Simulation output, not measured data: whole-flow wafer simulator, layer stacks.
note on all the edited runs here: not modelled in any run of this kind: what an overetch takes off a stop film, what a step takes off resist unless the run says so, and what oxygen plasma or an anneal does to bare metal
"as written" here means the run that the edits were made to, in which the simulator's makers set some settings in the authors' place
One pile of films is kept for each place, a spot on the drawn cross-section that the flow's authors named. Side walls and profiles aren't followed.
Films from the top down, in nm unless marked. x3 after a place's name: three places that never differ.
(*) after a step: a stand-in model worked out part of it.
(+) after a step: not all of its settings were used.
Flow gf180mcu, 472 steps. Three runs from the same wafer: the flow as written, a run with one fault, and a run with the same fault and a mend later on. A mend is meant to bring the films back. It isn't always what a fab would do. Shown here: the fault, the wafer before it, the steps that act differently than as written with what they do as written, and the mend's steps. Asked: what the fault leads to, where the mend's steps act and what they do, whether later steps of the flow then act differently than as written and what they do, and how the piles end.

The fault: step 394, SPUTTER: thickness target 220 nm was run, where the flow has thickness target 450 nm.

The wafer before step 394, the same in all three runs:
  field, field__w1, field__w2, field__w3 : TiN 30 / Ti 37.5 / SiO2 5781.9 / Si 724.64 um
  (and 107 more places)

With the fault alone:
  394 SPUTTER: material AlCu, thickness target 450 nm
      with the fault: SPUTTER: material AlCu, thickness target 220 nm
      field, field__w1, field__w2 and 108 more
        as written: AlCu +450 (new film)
        with the fault: AlCu +220 (new film)
  Later steps of the flow that act differently than as written (1 more step differs only slightly, by at most 2% or 0.5 nm, whichever is larger, and isn't shown):
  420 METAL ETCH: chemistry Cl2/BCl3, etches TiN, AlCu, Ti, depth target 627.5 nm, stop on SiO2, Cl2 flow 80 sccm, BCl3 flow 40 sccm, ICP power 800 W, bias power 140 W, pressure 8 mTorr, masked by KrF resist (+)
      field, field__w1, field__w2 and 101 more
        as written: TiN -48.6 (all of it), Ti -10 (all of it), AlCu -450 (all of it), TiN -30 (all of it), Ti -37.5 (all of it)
        with the fault: TiN -48.6 (all of it), Ti -10 (all of it), AlCu -220 (all of it), TiN -30 (all of it), Ti -37.5 (all of it)
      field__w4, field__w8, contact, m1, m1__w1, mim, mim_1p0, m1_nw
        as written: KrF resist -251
        with the fault: KrF resist -207.6
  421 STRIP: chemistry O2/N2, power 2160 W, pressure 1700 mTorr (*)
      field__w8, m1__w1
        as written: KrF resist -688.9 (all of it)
        with the fault: KrF resist -732.2 (all of it)
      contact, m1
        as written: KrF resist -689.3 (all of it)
        with the fault: KrF resist -732.7 (all of it)
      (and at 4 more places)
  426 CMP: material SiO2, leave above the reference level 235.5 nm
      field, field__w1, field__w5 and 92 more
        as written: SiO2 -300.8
        with the fault: SiO2 -530.8
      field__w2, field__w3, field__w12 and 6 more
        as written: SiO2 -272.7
        with the fault: SiO2 -513.1
  At the end the piles differ from the flow's by more than 2% or 0.5 nm, whichever is larger, at field, field__w1, field__w2 and 109 more.
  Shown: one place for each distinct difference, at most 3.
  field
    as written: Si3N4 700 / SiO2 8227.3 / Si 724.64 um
    with the fault: Si3N4 700 / SiO2 7997.3 / Si 724.64 um
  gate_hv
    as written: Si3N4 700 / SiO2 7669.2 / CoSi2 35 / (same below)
    with the fault: Si3N4 700 / SiO2 7439.2 / CoSi2 35 / (same below)
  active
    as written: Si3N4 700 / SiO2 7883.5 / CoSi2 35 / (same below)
    with the fault: Si3N4 700 / SiO2 7653.5 / CoSi2 35 / (same below)

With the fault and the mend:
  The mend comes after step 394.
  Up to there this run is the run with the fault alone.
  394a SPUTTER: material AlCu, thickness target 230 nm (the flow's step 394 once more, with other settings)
      field, field__w1, field__w2 and 108 more
        AlCu +230
  No later step of the flow acts differently than as written at any place that is followed.
  At the end the piles are the same as the flow's at every place that both follow.
